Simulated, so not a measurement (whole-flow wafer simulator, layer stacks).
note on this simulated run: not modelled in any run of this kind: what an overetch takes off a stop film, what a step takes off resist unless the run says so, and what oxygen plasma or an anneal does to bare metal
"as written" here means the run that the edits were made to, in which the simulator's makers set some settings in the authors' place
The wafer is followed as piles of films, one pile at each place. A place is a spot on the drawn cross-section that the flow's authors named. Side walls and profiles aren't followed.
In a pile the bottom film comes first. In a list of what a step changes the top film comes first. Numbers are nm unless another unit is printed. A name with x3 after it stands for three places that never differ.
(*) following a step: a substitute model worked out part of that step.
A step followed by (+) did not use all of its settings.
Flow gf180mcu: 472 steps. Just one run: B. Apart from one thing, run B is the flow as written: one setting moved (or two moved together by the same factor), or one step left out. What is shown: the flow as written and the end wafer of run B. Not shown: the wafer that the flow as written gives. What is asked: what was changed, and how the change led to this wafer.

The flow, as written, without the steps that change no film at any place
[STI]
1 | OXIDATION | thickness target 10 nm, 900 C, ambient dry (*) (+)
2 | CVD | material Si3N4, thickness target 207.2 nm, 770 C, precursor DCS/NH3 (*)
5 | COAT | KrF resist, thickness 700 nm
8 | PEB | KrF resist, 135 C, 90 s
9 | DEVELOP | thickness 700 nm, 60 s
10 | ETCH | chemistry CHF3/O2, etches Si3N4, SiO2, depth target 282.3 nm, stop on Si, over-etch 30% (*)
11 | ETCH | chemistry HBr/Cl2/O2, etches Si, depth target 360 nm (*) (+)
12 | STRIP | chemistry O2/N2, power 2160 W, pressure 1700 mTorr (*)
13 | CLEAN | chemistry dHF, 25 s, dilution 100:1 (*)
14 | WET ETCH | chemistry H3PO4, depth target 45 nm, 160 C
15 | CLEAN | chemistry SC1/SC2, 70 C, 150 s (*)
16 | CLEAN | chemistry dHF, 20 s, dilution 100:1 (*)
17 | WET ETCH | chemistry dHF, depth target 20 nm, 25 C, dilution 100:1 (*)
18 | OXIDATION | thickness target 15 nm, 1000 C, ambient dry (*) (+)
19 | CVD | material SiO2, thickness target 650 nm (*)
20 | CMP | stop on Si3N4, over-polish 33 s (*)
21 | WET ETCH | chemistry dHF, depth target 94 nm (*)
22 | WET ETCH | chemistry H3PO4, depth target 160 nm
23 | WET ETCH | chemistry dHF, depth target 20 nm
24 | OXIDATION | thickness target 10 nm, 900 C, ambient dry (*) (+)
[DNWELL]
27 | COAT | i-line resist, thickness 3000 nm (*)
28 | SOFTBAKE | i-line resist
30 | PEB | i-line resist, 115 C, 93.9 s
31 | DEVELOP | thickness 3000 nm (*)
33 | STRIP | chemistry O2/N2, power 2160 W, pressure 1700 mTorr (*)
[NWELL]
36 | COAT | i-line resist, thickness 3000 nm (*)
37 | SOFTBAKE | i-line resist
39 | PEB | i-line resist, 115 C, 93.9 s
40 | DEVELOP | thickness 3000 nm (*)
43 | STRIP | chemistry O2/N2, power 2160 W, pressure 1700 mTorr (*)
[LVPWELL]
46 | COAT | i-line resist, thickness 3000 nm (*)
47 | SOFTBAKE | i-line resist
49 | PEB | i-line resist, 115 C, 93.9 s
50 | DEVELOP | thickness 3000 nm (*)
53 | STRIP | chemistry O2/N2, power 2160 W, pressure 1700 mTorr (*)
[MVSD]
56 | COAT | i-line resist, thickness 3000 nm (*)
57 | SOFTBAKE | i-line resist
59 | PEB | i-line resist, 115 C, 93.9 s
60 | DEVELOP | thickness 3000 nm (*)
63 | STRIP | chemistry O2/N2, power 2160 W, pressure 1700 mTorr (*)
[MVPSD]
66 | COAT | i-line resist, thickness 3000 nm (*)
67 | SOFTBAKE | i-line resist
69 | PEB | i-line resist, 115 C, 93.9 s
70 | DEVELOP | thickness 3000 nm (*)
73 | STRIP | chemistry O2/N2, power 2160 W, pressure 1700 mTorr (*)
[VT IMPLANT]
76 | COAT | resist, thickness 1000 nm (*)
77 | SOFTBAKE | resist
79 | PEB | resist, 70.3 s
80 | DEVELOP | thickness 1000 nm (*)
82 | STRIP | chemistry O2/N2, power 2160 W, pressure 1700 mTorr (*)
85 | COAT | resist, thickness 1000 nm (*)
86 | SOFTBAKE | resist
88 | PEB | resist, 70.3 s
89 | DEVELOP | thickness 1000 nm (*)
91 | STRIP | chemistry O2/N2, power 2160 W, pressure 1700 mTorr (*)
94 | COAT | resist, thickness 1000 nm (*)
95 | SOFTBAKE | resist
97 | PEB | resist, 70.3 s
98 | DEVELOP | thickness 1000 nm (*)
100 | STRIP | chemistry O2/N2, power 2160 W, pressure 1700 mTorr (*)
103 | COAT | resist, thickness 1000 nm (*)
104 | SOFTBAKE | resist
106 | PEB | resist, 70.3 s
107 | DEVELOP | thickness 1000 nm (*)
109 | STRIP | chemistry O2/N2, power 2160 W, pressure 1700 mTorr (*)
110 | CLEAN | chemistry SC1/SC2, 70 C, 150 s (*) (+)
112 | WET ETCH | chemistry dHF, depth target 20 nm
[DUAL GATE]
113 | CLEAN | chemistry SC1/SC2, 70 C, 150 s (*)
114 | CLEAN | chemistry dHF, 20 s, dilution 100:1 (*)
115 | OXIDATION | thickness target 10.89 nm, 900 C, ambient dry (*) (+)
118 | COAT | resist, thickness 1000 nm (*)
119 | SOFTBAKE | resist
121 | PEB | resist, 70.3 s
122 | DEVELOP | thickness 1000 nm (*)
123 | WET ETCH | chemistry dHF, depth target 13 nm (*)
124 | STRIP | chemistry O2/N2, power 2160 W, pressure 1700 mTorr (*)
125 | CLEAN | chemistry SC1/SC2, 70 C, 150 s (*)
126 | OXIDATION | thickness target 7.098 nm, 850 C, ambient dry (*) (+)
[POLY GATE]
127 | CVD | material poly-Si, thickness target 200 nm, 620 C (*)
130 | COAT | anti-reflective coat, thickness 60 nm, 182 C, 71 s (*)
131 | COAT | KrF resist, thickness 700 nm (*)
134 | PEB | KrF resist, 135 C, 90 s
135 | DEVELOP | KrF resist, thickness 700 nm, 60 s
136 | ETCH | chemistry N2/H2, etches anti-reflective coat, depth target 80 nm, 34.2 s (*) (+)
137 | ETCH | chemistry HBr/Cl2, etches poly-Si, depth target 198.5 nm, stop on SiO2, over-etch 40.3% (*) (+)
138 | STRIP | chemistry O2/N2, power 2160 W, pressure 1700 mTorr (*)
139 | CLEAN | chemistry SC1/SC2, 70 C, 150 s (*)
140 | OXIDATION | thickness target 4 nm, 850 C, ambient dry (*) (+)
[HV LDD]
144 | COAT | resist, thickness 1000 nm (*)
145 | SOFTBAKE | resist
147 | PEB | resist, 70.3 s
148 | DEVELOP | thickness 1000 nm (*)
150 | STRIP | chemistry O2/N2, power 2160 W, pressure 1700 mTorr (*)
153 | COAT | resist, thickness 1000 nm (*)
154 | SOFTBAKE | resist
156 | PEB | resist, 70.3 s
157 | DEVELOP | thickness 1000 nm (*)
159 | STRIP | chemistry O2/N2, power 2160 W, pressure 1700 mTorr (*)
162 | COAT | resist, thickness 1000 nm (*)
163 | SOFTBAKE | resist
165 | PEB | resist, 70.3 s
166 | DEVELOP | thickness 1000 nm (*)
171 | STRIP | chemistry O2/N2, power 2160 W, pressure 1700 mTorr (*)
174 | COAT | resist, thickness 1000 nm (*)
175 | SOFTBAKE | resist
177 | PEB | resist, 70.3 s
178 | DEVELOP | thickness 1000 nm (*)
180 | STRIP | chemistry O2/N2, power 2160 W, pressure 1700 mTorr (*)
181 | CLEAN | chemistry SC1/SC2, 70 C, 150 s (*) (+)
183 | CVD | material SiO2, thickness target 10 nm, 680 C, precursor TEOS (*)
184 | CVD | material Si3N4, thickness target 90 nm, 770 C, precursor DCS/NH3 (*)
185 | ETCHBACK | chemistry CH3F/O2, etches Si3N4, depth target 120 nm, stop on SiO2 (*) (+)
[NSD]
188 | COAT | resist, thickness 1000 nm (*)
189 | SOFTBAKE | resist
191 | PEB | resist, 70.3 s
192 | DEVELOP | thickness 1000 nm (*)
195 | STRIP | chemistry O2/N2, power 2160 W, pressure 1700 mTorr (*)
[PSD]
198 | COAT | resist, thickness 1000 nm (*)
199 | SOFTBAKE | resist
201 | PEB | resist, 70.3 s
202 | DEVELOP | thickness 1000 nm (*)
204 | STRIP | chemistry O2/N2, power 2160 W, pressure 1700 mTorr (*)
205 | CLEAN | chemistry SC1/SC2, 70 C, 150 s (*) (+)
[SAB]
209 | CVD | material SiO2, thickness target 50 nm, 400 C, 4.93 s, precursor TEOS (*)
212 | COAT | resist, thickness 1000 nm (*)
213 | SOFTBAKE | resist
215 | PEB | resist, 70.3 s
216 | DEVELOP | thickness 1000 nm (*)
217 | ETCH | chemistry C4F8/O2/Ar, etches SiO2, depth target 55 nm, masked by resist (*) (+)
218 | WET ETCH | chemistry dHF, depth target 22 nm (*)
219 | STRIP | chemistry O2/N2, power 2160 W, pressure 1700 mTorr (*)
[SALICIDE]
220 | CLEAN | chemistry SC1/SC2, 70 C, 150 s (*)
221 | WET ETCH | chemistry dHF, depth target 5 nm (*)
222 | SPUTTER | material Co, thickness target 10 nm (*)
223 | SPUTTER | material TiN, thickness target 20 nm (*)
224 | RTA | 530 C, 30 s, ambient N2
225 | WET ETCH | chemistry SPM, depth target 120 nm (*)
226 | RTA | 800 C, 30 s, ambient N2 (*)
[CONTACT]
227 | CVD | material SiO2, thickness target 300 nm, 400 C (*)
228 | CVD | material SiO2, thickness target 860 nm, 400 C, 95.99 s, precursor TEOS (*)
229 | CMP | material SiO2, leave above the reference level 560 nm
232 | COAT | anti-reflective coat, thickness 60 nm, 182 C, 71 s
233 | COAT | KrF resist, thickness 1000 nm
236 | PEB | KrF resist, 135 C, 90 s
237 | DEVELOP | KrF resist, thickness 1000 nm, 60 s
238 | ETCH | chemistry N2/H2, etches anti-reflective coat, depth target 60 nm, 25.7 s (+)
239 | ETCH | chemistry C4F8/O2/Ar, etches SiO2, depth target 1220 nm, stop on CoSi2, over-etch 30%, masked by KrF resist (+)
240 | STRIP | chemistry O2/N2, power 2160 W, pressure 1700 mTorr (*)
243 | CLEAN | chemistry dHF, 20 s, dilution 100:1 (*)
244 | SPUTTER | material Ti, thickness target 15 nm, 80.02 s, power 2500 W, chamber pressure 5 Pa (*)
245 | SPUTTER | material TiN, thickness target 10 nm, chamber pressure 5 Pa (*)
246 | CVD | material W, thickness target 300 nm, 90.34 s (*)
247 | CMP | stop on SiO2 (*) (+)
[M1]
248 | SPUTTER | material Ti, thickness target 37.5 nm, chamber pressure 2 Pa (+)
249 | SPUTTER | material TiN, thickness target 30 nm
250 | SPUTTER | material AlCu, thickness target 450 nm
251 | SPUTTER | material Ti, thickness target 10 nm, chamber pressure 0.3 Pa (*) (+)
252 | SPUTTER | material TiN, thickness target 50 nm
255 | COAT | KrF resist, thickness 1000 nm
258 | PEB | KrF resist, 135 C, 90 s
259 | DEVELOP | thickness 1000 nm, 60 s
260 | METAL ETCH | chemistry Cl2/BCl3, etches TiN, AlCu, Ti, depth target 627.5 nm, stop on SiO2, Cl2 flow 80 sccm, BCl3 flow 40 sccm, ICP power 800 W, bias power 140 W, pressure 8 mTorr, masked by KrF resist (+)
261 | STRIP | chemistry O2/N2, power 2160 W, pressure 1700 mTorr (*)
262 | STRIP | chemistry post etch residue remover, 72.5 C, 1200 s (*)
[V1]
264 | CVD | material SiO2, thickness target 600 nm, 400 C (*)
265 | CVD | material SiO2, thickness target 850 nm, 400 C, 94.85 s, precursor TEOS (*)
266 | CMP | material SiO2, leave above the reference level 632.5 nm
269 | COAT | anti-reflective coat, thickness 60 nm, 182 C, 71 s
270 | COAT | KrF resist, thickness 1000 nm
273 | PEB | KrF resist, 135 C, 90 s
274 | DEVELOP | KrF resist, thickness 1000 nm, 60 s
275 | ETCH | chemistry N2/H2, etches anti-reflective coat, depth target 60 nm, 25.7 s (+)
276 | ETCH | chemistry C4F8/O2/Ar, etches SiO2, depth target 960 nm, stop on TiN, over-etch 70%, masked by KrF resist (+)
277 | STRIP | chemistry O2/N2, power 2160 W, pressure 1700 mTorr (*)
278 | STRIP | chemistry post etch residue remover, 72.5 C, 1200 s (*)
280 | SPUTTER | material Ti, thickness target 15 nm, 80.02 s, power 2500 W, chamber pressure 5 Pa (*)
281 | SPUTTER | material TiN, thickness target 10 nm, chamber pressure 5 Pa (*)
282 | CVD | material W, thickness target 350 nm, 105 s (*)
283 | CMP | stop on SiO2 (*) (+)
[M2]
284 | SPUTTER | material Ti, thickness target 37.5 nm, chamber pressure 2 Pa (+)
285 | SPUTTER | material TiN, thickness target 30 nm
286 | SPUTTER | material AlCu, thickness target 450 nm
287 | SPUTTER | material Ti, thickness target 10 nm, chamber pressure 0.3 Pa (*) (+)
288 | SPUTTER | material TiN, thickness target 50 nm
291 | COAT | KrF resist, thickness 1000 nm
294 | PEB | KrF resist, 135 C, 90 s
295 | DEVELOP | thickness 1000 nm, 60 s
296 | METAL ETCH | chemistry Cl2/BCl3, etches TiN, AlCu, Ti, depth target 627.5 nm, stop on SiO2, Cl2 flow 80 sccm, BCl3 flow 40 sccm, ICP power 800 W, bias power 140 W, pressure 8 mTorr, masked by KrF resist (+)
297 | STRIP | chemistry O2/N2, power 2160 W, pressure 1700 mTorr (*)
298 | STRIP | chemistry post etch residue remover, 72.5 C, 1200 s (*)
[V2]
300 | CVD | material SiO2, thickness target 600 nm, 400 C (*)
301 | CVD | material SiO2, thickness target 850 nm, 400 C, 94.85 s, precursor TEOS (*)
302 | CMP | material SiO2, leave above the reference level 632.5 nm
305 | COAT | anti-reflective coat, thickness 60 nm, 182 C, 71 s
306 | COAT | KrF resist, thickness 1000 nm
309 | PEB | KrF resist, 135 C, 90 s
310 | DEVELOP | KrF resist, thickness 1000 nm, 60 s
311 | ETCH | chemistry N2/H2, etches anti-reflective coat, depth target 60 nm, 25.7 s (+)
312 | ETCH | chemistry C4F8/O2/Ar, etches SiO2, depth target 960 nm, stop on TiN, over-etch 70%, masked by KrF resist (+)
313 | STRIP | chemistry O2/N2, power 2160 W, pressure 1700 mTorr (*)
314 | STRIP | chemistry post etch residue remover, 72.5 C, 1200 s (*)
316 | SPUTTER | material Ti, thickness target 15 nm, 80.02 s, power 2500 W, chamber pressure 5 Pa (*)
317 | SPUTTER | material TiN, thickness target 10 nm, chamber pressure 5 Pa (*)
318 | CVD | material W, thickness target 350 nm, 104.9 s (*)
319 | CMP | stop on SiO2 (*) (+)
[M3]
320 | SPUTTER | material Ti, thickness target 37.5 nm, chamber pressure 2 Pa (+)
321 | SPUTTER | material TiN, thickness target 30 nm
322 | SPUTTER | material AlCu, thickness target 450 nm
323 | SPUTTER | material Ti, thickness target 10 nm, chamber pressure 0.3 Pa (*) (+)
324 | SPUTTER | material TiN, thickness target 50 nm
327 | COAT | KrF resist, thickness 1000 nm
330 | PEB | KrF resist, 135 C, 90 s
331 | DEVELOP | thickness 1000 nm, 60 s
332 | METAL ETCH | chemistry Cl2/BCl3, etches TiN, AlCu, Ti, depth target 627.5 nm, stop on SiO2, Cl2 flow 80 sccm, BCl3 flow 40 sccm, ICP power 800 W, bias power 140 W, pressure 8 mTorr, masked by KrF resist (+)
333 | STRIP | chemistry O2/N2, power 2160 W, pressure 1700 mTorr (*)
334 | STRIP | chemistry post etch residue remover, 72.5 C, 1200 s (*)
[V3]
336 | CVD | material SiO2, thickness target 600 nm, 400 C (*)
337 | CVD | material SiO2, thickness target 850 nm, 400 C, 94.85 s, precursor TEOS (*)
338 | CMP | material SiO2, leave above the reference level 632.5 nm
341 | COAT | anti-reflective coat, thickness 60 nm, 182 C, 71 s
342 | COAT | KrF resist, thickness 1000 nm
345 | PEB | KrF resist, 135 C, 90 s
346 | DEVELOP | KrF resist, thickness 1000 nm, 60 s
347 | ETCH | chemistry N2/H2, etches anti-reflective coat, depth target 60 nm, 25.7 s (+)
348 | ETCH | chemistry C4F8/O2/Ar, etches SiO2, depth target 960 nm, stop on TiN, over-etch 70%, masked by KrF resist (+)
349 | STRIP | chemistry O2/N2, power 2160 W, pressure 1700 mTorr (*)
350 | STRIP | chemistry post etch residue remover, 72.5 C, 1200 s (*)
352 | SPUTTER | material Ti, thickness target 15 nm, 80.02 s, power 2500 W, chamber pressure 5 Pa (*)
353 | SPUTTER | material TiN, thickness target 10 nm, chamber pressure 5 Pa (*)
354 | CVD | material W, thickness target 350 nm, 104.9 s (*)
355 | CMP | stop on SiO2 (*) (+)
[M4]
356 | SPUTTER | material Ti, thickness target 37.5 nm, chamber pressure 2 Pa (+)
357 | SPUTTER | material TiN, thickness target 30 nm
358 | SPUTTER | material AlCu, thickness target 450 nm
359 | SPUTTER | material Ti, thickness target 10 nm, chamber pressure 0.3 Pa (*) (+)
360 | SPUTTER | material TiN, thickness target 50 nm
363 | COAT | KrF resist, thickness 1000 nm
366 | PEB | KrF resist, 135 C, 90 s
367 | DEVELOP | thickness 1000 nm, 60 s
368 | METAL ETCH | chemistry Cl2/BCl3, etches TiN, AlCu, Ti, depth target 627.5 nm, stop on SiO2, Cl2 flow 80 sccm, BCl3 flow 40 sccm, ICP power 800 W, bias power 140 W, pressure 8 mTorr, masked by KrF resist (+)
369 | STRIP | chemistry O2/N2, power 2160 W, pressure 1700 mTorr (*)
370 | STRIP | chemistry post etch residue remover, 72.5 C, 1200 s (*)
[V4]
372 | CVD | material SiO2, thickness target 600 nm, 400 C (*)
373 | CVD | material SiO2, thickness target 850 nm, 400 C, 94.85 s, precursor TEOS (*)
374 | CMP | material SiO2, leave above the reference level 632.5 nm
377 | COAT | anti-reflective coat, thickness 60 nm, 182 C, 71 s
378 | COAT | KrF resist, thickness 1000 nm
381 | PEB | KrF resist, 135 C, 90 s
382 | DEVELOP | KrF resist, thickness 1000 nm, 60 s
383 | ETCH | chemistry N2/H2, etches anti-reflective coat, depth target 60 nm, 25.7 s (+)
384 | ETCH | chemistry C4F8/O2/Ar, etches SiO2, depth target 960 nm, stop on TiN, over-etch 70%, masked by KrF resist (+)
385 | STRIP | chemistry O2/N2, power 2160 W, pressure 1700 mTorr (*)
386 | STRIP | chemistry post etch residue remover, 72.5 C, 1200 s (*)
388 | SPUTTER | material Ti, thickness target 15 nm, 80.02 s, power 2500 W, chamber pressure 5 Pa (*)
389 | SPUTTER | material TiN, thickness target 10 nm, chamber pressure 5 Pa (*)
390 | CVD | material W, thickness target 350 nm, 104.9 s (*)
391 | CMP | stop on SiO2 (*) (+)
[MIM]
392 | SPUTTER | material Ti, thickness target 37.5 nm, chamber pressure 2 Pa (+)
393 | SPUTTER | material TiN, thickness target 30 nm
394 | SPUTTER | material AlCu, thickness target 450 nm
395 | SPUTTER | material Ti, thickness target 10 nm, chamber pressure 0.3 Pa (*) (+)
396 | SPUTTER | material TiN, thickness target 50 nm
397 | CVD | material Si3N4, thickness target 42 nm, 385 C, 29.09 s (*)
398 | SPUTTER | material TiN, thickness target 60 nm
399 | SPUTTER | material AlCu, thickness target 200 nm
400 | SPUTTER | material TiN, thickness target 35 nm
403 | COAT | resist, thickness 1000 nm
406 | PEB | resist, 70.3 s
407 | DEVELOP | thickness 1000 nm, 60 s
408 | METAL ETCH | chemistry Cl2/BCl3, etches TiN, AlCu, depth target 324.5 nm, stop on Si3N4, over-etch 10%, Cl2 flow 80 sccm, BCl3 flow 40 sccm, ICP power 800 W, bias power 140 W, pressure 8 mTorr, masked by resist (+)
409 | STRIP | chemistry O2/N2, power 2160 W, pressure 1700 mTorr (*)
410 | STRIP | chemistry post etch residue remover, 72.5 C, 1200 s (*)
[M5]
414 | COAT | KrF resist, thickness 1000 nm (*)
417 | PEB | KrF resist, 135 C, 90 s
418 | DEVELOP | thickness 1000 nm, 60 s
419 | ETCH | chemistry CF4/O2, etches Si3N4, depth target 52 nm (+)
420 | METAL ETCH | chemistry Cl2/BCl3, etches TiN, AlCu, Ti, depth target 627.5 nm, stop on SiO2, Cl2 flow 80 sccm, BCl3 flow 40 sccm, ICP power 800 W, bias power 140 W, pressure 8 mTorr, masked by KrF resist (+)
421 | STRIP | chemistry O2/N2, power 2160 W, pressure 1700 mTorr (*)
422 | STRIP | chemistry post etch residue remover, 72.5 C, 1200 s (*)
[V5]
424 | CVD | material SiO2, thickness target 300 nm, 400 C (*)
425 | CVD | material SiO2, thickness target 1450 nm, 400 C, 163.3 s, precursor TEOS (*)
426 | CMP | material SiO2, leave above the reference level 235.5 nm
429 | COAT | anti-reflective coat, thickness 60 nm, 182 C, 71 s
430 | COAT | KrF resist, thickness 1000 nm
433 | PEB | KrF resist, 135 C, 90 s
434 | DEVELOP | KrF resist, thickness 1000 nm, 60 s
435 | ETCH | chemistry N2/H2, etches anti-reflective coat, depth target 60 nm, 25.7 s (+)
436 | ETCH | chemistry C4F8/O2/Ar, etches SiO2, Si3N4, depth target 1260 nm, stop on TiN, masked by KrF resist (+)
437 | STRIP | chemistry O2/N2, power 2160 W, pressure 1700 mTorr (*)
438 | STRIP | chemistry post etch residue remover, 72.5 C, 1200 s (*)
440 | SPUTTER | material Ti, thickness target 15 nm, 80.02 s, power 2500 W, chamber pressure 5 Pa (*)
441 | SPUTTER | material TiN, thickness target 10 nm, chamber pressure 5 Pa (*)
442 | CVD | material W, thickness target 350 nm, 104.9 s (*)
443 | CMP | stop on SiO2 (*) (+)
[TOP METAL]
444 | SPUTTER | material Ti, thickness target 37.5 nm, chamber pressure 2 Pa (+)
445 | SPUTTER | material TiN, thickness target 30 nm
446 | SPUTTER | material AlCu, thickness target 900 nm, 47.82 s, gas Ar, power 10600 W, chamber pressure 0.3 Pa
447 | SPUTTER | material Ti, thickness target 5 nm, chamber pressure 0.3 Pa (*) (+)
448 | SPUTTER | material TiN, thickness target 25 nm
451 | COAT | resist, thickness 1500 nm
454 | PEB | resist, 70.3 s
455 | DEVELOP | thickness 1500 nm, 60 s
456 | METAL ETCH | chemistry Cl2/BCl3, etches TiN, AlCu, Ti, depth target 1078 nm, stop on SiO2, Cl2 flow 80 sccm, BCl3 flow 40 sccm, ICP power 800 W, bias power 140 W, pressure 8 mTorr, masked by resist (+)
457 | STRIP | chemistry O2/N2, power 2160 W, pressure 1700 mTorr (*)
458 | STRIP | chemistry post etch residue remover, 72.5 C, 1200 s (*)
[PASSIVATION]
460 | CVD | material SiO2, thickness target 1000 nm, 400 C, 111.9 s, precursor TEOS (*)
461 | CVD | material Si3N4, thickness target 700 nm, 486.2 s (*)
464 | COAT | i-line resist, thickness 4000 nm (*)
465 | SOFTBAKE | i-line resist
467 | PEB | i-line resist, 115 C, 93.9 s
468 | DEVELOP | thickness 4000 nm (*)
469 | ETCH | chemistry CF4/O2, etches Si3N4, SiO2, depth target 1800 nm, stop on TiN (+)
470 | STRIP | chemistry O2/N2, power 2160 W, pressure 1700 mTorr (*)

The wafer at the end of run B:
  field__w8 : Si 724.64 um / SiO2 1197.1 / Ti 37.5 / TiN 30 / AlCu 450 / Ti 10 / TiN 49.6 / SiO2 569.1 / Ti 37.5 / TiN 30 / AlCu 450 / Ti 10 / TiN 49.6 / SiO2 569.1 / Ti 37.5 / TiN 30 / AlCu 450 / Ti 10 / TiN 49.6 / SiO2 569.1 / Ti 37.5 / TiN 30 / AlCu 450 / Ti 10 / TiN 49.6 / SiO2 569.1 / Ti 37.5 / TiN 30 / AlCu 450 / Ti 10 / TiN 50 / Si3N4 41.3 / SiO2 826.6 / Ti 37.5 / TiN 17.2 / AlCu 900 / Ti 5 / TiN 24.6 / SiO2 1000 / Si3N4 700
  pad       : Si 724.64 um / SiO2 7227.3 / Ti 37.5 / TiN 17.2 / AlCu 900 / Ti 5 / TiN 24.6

What caused this: step 445, SPUTTER: thickness target 17.2 nm was run, while the flow as written has thickness target 30 nm.
One can read it off the wafer: field__w8 has TiN 17.2, and step 445 as written asks for 30 nm.

The path from the change to this, step by step:
  445 | SPUTTER | material TiN, thickness target 30 nm
      field, field__w1, field__w2 and 109 more: TiN gains 17.2 (new film) (it would be, as written: TiN gains 30 (new film))
  456 | METAL ETCH | chemistry Cl2/BCl3, etches TiN, AlCu, Ti, depth target 1078 nm, stop on SiO2, Cl2 flow 80 sccm, BCl3 flow 40 sccm, ICP power 800 W, bias power 140 W, pressure 8 mTorr, masked by resist (+)
      field, field__w1, field__w2 and 103 more: TiN loses 25 (all of it), Ti loses 5 (all of it), AlCu loses 900 (all of it), TiN loses 17.2 (all of it), Ti loses 37.5 (all of it) (it would be, as written: TiN loses 25 (all of it), Ti loses 5 (all of it), AlCu loses 900 (all of it), TiN loses 30 (all of it), Ti loses 37.5 (all of it))
  465 | SOFTBAKE | i-line resist
      field__w3: i-line resist gains 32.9 (it would be, as written: i-line resist gains 33.6)
      ld_acc_n: i-line resist gains 29.1 (it would be, as written: i-line resist gains 29.7)
      (also at 1 further place)
